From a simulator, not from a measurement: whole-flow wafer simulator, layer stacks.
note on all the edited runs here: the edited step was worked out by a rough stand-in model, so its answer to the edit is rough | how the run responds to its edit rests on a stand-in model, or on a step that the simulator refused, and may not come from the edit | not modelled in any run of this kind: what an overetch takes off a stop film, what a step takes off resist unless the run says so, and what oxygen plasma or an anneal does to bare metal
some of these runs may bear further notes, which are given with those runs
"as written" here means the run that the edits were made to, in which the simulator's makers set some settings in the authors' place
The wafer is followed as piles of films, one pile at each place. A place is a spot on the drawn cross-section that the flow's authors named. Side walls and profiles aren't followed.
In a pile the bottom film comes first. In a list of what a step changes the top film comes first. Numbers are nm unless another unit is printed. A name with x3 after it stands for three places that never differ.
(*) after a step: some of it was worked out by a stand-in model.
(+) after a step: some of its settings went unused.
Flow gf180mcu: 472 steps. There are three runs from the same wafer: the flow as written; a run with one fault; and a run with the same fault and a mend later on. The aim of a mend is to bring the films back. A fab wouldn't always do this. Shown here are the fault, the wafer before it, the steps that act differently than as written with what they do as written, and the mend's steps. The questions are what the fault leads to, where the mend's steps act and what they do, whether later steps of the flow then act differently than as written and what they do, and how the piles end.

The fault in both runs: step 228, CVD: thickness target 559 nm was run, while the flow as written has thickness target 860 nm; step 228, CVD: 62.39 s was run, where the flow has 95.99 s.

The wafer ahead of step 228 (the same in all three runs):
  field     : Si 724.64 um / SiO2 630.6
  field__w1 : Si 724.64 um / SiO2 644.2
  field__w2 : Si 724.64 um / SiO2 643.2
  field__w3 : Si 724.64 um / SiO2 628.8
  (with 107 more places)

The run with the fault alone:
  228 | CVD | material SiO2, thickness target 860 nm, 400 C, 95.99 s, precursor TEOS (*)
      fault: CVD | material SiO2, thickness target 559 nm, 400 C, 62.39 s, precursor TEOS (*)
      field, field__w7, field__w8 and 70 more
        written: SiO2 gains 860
        fault: SiO2 gains 565.4
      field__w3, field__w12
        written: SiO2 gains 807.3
        fault: SiO2 gains 534.2
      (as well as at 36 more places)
  Later steps of the flow acting differently than as written (11 other steps are not shown; they differ only slightly, by no more than 2% or 0.5 nm, whichever is larger):
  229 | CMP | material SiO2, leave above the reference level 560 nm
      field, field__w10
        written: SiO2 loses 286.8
        fault: nothing
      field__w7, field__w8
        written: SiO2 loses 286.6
        fault: nothing
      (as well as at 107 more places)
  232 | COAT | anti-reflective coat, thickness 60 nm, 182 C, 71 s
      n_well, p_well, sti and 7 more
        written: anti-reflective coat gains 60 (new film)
        fault: anti-reflective coat gains 55 (new film)
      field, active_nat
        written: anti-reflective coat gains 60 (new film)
        fault: anti-reflective coat gains 64.4 (new film)
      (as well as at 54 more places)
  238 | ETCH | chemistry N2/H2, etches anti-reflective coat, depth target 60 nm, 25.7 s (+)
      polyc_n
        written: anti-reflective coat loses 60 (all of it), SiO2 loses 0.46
        fault: anti-reflective coat loses 55.2 (all of it), SiO2 loses 0.59
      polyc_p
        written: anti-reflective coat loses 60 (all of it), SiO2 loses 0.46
        fault: anti-reflective coat loses 55 (all of it), SiO2 loses 0.59
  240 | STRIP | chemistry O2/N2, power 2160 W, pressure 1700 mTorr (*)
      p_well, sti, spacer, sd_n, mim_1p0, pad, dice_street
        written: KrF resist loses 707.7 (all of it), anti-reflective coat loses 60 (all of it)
        fault: KrF resist loses 710 (all of it), anti-reflective coat loses 55 (all of it)
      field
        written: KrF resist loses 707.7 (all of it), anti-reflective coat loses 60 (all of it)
        fault: KrF resist loses 709.3 (all of it), anti-reflective coat loses 64.4 (all of it)
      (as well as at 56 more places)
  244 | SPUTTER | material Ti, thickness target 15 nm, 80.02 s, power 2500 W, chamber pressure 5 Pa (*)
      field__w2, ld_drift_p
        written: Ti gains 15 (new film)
        fault: Ti gains 14.4 (new film)
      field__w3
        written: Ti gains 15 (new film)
        fault: Ti gains 14.3 (new film)
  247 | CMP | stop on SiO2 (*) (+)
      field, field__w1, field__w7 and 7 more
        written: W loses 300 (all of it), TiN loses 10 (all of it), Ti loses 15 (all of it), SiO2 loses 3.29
        fault: W loses 300 (all of it), TiN loses 10 (all of it), Ti loses 15 (all of it)
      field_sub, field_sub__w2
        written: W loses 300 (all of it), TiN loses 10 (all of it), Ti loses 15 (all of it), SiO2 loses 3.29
        fault: W loses 300 (all of it), TiN loses 9.08
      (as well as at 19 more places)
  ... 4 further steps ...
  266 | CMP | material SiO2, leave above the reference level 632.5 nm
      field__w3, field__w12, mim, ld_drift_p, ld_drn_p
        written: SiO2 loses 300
        fault: SiO2 loses 287.7
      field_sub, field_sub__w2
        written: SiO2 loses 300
        fault: SiO2 loses 284.1
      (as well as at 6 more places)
  By the end, the piles at field__w3, field__w12, m1, mim, ld_drift_p, ld_drn_p depart from the flow's by more than 2% or 0.5 nm, whichever is larger.
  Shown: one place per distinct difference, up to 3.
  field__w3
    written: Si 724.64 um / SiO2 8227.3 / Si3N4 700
    fault: Si 724.64 um / SiO2 1159.5 / Ti 14.3 / TiN 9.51 / W 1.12 / SiO2 7042.5 / Si3N4 700
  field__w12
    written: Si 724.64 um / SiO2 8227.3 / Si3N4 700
    fault: Si 724.64 um / SiO2 1159.3 / Ti 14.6 / TiN 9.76 / W 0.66 / SiO2 7042.5 / Si3N4 700
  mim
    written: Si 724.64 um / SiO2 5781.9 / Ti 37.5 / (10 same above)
    fault: Si 724.64 um / SiO2 1153.6 / Ti 14.8 / TiN 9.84 / W 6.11 / SiO2 4597.1 / Ti 37.5 / (10 same above)

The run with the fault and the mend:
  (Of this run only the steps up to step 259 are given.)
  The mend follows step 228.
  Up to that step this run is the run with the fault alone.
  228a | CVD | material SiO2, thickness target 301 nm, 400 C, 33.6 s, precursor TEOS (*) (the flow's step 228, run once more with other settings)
      field, field__w7, field__w8 and 72 more
        SiO2 gains 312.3
      field__w1, contact, active_hv
        SiO2 gains 306.5
      field_sub__w1, field_sub__w4, field_sub__w5
        SiO2 gains 304.2
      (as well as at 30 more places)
  Later steps of the flow acting differently than as written (6 other steps are not shown; they differ only slightly, by no more than 2% or 0.5 nm, whichever is larger):
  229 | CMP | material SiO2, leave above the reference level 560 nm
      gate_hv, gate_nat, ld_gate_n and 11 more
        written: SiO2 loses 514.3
        mend: SiO2 loses 532.1
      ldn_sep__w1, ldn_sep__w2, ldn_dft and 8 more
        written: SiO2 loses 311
        mend: SiO2 loses 328.8
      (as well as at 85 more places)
  The piles after step 259 are only slightly different from the flow's at the places that both follow, by no more than 2% or 0.5 nm, whichever is larger.
